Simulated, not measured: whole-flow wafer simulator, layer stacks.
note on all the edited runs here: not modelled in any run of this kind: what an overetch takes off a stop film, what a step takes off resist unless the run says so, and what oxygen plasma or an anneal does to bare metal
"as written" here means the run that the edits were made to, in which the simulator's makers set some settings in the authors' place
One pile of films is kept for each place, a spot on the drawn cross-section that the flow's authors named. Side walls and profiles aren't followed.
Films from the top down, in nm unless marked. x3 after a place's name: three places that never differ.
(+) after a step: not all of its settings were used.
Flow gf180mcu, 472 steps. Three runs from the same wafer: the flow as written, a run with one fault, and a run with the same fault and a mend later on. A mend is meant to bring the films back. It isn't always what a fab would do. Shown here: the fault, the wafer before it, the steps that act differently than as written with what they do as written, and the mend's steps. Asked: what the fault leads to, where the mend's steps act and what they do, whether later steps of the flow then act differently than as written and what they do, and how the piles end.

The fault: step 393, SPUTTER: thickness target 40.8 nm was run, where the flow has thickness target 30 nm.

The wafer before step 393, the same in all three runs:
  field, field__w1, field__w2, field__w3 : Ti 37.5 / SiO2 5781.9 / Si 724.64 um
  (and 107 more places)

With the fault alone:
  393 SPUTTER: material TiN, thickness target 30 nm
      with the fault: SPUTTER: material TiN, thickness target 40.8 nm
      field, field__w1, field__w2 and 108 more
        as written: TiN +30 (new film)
        with the fault: TiN +40.8 (new film)
  Later steps of the flow that act differently than as written (1 more step differs only slightly, by at most 2% or 0.5 nm, whichever is larger, and isn't shown):
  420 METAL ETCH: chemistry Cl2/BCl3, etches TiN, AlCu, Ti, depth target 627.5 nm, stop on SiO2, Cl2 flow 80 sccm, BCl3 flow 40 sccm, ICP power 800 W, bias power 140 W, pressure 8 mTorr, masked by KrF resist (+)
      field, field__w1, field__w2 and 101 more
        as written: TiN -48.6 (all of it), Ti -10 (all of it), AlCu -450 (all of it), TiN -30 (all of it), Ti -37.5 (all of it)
        with the fault: TiN -48.6 (all of it), Ti -10 (all of it), AlCu -450 (all of it), TiN -40.8 (all of it), Ti -37.5 (all of it)
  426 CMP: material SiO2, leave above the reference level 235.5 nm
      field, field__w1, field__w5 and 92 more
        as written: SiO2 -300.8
        with the fault: SiO2 -290
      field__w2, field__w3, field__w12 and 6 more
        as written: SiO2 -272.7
        with the fault: SiO2 -261.4
  At the end the piles differ from the flow's by more than 2% or 0.5 nm, whichever is larger, at field__w4, field__w8, contact, m1, m1__w1, mim, mim_1p0, m1_nw.
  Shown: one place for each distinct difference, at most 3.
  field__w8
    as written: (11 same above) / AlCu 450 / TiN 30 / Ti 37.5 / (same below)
    with the fault: (11 same above) / AlCu 450 / TiN 40.8 / Ti 37.5 / (same below)
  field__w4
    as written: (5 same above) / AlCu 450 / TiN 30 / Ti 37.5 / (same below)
    with the fault: (5 same above) / AlCu 450 / TiN 40.8 / Ti 37.5 / (same below)
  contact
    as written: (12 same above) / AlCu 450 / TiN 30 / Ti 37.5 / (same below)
    with the fault: (12 same above) / AlCu 450 / TiN 40.8 / Ti 37.5 / (same below)

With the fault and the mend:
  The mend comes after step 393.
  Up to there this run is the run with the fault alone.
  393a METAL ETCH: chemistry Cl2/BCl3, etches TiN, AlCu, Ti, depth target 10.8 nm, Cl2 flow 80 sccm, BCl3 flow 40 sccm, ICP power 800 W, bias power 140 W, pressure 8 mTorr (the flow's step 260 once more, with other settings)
      field, field__w1, field__w2 and 108 more
        TiN -10.8
  No later step of the flow acts differently than as written at any place that is followed.
  At the end the piles are the same as the flow's at every place that both follow.
